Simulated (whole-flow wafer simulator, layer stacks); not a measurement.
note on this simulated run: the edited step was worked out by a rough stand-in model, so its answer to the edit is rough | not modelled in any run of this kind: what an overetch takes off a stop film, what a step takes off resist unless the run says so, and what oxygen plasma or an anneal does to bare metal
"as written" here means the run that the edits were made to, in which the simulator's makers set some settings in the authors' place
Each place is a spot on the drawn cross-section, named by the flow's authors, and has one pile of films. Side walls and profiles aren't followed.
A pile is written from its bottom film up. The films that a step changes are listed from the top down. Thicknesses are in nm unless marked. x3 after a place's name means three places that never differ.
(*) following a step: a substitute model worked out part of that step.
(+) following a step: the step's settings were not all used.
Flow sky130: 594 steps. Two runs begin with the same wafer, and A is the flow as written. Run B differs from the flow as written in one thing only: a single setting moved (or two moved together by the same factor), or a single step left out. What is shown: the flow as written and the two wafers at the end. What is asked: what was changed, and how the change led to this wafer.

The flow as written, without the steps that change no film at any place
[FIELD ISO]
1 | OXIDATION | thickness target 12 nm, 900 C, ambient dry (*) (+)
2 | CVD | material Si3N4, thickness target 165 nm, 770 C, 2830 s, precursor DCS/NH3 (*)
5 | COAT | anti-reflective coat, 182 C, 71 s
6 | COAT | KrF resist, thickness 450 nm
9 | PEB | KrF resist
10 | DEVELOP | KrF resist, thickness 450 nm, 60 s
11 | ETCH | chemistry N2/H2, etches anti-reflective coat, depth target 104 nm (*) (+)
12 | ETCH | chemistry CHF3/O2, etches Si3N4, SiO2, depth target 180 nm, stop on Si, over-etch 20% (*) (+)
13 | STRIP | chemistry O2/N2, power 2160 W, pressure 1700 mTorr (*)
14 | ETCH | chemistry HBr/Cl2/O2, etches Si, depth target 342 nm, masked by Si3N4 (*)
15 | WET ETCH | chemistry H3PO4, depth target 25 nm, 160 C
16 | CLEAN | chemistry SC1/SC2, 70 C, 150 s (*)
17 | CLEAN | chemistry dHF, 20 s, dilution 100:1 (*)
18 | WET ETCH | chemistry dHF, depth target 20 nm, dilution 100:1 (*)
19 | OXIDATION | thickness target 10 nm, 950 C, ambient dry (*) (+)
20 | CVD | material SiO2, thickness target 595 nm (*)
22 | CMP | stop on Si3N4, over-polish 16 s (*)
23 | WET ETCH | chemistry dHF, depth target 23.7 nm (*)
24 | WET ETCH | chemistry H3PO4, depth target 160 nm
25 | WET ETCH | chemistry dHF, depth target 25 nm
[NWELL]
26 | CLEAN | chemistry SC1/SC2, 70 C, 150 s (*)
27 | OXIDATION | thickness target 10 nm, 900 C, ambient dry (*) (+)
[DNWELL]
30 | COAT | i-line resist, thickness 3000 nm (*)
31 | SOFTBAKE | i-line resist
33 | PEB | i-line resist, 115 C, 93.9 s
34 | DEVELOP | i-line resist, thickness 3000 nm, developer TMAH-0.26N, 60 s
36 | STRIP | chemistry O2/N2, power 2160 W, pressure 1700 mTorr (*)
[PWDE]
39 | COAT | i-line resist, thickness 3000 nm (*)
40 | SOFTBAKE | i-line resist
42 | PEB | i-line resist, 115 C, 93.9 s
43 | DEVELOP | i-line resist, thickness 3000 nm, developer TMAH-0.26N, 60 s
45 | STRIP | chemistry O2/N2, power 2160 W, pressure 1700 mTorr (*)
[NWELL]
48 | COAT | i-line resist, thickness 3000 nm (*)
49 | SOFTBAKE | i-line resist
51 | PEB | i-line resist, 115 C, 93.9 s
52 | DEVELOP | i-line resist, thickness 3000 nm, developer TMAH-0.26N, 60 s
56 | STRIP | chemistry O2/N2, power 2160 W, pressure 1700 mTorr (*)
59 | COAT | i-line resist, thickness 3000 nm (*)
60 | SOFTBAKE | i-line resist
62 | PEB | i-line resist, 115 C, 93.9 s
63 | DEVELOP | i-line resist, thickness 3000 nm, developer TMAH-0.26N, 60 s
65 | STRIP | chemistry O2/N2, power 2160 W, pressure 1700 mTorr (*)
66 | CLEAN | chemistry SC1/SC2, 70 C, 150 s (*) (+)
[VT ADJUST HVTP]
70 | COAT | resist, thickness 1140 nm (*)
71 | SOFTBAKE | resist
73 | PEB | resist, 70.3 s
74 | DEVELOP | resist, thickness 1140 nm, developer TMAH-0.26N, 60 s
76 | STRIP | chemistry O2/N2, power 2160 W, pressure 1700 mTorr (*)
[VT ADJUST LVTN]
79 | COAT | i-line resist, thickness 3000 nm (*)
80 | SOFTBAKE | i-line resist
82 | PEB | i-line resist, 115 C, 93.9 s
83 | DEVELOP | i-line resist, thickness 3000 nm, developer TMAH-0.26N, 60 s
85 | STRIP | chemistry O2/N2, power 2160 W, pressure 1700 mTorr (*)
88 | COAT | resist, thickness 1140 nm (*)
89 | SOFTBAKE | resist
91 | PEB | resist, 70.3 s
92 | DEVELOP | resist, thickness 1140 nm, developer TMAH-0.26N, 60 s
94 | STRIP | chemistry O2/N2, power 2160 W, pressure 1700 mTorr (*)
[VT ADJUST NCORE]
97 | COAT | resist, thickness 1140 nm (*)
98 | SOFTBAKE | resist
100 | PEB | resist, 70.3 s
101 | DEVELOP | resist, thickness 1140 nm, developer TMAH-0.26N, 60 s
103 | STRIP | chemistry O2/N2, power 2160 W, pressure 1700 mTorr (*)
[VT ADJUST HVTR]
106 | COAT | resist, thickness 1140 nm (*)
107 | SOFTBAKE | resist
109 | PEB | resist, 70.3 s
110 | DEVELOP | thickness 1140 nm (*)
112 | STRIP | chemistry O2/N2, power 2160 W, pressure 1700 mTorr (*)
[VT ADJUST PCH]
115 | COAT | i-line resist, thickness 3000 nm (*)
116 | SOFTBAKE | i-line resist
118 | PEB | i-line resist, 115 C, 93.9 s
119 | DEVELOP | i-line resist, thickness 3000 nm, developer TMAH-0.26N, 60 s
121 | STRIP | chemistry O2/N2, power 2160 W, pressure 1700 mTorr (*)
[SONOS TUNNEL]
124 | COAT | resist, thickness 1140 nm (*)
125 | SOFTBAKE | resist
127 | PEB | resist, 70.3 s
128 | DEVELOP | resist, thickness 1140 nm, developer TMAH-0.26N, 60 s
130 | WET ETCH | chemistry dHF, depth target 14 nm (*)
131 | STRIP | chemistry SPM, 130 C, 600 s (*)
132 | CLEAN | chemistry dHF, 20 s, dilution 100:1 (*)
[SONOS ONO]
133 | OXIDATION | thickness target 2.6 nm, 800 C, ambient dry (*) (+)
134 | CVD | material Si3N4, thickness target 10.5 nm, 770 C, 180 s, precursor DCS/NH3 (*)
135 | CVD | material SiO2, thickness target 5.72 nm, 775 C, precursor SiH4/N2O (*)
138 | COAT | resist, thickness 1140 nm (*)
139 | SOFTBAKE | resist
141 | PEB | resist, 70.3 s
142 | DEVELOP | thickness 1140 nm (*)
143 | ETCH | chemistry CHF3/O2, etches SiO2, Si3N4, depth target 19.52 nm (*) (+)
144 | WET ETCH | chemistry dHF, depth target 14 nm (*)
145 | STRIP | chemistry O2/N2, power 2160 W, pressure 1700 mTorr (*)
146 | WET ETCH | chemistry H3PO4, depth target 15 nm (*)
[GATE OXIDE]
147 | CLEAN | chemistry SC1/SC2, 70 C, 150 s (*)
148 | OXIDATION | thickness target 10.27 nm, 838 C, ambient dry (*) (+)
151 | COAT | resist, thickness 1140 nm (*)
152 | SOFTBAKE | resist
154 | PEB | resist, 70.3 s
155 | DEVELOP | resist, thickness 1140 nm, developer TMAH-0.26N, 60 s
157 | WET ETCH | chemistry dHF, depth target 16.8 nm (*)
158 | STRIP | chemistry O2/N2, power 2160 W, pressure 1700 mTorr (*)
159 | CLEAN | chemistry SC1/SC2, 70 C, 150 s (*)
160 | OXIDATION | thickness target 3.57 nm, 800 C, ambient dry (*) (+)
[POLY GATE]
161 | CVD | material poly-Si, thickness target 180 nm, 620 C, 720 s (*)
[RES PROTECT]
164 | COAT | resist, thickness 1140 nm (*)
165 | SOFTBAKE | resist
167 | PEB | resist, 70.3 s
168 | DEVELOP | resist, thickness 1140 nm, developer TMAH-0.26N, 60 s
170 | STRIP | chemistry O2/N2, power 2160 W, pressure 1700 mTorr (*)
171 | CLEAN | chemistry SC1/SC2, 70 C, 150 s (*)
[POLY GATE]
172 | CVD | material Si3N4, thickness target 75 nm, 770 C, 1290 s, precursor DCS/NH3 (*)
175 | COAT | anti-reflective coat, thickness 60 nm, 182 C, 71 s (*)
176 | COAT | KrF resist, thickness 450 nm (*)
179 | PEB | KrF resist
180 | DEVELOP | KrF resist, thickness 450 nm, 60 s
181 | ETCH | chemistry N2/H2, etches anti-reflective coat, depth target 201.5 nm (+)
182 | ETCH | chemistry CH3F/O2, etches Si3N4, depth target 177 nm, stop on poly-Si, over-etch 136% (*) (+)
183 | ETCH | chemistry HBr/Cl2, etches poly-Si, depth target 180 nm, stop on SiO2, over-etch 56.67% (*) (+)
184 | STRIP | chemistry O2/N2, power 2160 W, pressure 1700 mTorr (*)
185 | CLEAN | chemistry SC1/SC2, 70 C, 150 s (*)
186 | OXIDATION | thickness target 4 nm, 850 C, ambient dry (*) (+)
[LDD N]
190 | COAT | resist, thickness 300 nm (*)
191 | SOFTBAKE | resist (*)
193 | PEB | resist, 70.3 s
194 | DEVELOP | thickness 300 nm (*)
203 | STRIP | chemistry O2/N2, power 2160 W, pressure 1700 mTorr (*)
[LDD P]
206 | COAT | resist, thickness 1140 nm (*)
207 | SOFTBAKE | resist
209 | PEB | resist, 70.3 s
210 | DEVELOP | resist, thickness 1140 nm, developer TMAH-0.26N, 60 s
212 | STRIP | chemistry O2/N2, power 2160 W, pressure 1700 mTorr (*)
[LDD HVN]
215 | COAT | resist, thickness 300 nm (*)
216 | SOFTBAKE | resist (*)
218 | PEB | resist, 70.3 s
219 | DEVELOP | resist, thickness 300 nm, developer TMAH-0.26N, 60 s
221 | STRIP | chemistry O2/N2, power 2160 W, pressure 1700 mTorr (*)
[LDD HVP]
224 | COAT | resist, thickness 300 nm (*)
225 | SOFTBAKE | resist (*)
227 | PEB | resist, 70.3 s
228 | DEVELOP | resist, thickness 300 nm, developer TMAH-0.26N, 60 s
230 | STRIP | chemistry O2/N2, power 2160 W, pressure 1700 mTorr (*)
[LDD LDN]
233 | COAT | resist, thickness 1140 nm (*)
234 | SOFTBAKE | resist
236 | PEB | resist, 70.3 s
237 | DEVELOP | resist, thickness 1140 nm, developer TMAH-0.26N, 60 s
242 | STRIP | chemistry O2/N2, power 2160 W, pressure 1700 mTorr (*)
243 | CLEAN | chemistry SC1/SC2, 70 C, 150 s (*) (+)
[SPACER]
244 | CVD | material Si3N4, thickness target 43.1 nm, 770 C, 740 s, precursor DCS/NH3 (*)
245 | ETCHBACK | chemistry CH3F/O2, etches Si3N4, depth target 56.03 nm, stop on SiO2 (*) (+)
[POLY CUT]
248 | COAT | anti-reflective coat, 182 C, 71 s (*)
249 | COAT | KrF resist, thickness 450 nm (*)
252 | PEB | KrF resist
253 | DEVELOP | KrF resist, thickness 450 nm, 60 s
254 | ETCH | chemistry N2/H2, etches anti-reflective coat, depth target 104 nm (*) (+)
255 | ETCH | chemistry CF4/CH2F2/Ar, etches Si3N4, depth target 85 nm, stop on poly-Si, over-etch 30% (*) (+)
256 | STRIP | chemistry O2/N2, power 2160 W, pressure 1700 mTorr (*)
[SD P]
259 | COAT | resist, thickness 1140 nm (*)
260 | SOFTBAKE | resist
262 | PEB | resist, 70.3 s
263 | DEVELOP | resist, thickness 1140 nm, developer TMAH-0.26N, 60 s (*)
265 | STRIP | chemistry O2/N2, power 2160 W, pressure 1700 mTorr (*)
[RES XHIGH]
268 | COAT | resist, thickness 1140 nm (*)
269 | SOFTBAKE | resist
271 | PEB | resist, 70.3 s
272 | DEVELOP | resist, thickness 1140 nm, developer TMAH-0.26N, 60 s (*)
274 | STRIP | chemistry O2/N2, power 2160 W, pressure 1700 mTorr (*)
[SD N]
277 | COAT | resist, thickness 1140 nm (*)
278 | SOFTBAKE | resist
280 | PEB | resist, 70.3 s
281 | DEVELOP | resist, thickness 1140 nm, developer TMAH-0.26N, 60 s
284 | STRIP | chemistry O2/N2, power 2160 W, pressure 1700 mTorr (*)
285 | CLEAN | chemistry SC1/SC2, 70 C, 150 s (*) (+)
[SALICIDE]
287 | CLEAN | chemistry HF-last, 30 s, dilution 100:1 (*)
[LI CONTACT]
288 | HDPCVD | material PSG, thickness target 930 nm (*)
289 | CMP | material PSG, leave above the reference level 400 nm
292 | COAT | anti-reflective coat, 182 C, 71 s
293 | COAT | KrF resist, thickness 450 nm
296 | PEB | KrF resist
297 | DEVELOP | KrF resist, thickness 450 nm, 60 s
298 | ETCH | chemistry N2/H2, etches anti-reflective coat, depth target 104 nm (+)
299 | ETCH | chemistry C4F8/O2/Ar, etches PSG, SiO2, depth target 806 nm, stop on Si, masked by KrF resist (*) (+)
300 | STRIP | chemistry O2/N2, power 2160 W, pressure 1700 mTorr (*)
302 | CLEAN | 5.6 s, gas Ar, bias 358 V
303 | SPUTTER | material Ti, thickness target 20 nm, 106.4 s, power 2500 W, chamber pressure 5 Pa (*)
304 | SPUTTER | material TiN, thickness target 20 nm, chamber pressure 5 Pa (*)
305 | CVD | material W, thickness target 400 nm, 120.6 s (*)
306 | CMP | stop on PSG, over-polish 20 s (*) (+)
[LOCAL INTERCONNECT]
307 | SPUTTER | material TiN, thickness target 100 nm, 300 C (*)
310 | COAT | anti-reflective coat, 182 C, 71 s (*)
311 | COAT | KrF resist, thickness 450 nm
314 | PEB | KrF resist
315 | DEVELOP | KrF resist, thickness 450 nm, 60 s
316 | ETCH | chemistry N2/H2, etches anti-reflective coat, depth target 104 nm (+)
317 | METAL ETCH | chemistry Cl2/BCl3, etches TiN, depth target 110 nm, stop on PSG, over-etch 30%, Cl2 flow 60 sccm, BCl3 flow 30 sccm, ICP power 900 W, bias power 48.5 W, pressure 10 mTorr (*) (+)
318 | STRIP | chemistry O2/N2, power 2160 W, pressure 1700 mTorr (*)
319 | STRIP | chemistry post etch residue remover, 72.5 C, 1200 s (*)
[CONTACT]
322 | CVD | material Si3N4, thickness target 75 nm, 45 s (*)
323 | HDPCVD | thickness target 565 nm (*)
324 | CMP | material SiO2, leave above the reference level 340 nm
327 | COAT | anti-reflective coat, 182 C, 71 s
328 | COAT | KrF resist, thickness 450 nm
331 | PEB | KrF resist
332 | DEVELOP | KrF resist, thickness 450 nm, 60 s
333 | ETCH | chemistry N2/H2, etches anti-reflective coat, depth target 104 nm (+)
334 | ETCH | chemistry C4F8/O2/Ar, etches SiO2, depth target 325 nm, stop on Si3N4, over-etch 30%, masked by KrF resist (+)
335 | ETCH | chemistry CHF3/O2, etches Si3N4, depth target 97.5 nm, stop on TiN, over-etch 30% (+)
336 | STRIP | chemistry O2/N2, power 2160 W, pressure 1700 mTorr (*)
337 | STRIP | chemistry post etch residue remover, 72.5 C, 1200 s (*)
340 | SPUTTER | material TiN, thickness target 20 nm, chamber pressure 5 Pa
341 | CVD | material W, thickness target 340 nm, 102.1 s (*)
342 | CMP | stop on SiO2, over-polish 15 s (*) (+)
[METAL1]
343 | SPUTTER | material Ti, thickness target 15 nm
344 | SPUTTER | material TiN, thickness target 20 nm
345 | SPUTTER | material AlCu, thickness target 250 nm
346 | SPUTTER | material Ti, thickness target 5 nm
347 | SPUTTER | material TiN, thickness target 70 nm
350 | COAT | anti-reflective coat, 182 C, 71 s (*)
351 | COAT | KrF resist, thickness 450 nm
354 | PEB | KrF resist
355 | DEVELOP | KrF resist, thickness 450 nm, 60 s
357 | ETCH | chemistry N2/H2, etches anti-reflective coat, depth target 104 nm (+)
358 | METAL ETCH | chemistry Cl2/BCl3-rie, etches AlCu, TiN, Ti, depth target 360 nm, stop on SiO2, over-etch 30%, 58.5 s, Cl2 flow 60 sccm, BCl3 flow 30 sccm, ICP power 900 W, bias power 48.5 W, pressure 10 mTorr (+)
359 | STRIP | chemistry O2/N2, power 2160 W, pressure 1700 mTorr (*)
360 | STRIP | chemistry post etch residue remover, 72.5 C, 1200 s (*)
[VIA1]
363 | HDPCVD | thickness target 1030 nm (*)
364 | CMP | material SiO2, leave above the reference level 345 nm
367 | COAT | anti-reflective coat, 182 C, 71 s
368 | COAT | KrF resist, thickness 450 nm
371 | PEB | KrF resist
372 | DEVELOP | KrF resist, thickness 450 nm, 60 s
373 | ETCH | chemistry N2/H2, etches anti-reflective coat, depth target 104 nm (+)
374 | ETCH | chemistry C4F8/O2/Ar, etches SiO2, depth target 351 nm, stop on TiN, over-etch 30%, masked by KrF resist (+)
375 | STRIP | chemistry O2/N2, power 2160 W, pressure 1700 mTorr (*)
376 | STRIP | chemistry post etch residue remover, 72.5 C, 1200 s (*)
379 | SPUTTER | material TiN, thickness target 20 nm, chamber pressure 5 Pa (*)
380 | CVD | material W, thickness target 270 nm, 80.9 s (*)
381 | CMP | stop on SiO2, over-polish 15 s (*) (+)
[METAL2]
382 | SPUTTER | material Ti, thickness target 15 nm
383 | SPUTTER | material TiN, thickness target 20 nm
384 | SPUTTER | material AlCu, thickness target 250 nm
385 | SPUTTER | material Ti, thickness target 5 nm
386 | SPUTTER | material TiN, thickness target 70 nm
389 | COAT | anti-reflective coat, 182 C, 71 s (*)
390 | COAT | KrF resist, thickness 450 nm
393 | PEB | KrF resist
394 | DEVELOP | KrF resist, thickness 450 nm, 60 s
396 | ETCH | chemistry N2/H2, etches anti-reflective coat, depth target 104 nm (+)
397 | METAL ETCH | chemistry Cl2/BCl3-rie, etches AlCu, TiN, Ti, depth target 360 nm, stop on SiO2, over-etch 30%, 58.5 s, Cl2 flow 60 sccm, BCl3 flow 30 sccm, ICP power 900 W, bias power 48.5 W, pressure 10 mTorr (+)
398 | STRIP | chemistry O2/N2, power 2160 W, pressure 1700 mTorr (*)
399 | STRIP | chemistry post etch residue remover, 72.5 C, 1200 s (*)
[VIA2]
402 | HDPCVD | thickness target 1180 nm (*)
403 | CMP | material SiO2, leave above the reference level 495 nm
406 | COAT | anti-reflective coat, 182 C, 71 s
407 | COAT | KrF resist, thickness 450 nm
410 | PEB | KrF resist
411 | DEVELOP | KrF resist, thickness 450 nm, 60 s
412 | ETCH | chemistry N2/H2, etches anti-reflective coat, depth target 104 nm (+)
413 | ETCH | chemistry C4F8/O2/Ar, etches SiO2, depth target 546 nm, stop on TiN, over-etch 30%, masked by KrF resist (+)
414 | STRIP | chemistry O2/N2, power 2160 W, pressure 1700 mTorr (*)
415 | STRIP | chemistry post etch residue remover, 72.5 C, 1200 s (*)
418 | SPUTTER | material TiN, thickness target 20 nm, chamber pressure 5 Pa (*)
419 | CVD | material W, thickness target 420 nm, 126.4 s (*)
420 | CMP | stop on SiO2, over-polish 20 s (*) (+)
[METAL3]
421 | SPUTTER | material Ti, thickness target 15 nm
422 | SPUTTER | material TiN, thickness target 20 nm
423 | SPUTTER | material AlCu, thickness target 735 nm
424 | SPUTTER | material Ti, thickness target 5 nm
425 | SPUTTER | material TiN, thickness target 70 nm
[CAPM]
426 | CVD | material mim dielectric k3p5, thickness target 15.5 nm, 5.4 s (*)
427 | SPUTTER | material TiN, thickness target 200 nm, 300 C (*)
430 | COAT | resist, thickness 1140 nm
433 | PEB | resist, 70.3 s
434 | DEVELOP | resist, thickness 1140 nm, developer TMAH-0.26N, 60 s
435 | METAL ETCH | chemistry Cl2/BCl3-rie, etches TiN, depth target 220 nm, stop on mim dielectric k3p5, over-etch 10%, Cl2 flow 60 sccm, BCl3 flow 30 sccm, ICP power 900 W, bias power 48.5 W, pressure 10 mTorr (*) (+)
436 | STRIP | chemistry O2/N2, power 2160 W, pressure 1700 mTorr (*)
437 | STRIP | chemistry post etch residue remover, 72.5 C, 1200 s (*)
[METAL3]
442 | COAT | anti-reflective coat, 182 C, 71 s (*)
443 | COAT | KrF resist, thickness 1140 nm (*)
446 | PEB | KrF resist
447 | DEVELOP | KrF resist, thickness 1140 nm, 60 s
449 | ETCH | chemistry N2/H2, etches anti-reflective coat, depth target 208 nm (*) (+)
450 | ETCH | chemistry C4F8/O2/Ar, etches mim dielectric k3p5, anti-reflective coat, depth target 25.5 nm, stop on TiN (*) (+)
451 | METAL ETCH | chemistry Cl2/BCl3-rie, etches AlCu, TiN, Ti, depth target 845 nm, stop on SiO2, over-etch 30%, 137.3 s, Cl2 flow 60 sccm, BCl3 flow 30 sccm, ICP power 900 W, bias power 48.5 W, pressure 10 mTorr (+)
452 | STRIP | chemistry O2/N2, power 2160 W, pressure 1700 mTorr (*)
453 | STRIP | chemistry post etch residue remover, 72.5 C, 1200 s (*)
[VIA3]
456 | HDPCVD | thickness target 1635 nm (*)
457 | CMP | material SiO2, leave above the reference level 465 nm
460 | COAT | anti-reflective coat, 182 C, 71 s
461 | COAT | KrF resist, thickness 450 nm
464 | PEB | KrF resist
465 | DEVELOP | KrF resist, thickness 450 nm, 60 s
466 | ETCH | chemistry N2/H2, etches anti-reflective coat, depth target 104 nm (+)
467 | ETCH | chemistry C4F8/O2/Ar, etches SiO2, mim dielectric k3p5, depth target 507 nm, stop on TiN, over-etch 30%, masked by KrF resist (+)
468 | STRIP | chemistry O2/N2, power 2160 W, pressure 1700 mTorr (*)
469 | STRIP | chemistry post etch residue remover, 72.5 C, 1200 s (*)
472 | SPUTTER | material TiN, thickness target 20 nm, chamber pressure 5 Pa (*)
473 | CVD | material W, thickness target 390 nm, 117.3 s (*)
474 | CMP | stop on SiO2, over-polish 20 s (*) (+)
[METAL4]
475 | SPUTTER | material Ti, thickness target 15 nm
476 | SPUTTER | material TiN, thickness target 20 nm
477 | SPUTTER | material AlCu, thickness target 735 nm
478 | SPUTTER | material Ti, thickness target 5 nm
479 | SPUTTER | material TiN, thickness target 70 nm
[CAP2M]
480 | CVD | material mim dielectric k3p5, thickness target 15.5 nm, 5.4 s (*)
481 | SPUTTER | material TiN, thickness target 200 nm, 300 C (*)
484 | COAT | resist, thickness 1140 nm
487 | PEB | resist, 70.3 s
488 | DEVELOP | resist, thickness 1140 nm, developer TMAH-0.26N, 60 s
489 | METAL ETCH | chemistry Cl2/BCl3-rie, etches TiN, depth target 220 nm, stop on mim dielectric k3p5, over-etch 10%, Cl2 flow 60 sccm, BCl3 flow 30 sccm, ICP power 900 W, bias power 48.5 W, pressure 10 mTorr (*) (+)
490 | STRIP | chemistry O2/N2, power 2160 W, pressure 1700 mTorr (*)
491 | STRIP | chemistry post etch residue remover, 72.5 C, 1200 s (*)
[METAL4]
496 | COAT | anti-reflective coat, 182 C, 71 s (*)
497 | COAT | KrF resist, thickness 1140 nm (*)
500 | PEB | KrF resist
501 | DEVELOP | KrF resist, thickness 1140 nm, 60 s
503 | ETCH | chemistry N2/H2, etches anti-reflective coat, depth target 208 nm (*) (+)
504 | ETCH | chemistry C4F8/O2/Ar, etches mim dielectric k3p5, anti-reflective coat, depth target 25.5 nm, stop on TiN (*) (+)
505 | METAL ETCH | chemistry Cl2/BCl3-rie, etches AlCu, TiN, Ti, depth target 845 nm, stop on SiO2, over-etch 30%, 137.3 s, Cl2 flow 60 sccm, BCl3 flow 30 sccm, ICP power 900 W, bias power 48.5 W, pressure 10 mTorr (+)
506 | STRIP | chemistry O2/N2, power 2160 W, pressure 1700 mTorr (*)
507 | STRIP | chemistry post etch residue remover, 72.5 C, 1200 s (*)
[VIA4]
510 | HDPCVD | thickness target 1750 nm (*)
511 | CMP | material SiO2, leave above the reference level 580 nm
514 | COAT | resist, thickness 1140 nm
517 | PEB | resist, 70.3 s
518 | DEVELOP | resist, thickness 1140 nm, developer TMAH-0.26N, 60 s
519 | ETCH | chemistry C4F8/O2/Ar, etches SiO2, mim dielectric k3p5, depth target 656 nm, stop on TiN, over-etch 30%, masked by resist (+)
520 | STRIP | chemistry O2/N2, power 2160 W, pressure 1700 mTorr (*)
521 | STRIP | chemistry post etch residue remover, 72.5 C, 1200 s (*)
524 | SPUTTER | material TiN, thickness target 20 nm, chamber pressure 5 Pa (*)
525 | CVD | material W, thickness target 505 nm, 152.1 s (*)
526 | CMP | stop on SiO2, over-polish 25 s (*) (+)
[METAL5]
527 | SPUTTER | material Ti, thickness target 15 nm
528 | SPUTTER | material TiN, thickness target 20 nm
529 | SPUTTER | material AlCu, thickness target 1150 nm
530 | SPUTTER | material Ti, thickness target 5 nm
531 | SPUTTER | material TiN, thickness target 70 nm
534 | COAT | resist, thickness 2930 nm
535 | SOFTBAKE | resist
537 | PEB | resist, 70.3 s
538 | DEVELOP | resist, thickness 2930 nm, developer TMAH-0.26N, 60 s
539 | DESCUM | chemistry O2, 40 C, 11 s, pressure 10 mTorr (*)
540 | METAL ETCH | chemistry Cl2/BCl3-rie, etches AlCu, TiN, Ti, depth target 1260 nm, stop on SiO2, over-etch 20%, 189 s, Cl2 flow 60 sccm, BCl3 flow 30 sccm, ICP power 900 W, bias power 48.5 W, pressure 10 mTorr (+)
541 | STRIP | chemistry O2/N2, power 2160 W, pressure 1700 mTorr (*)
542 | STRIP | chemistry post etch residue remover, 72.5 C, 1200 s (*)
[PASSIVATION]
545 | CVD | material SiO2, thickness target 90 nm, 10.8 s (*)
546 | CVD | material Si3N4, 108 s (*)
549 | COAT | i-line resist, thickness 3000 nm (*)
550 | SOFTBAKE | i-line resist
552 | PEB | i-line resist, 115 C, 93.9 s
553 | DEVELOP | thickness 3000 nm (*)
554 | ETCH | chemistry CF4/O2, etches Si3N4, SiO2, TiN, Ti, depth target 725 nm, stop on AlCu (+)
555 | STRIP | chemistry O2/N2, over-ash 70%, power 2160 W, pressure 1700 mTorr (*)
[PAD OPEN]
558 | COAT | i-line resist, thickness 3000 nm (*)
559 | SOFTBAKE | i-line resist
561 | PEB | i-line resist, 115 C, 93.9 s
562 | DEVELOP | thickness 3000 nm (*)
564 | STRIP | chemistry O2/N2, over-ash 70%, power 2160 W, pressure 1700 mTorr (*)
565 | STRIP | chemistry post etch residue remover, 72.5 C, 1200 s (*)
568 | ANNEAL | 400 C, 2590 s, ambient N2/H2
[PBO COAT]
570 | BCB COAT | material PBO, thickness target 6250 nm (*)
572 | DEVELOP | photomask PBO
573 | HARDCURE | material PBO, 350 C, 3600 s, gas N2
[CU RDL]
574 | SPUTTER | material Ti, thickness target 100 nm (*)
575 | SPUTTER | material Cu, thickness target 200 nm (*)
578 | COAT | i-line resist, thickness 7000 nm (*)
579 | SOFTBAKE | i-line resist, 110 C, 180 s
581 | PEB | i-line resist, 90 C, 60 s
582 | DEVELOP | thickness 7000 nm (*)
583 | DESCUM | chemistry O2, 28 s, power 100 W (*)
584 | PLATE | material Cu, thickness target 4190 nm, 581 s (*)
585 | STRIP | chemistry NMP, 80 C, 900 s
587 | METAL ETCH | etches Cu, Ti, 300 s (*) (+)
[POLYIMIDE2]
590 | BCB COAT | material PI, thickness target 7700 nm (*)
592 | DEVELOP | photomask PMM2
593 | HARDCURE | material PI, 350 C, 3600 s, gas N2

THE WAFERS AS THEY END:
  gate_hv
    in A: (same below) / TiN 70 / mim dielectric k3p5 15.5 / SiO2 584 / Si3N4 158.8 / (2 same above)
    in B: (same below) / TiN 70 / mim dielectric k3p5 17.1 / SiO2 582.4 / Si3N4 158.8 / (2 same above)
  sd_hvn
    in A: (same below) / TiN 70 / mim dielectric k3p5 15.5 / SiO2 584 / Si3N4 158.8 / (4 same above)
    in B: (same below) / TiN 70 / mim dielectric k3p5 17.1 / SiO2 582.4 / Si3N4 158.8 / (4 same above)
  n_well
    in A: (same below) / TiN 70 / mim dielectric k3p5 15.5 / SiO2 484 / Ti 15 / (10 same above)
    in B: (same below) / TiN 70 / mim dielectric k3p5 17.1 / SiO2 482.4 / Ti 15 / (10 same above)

What caused this: step 480, CVD: thickness target 17.1 nm was run, though the flow has thickness target 15.5 nm; step 480, CVD: 5.94 s was run, where the flow has 5.4 s.
One can read it off the wafer: gate_hv has mim dielectric k3p5 17.1, and step 480 as written asks for 15.5 nm.

How this came from the change, step by step:
  480 | CVD | material mim dielectric k3p5, thickness target 15.5 nm, 5.4 s (*)
      field, active, n_well and 189 more: A +15.5 mim dielectric k3p5 (new film) | B +17.1 mim dielectric k3p5 (new film)
  504 | ETCH | chemistry C4F8/O2/Ar, etches mim dielectric k3p5, anti-reflective coat, depth target 25.5 nm, stop on TiN (*) (+)
      n_well, p_well, gate_hv and 102 more: A -15.5 KrF resist | B -17 KrF resist
      field, active, gate and 85 more: A -15.5 mim dielectric k3p5 (all of it) | B -17.1 mim dielectric k3p5 (all of it)
  519 | ETCH | chemistry C4F8/O2/Ar, etches SiO2, mim dielectric k3p5, depth target 656 nm, stop on TiN, over-etch 30%, masked by resist (+)
      m1: A -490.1 SiO2 (all of it), -15.5 mim dielectric k3p5 (all of it) | B -488.5 SiO2 (all of it), -17.1 mim dielectric k3p5 (all of it)
      via4_hole: A -489.5 SiO2 (all of it), -15.5 mim dielectric k3p5 (all of it) | B -487.9 SiO2 (all of it), -17.1 mim dielectric k3p5 (all of it)
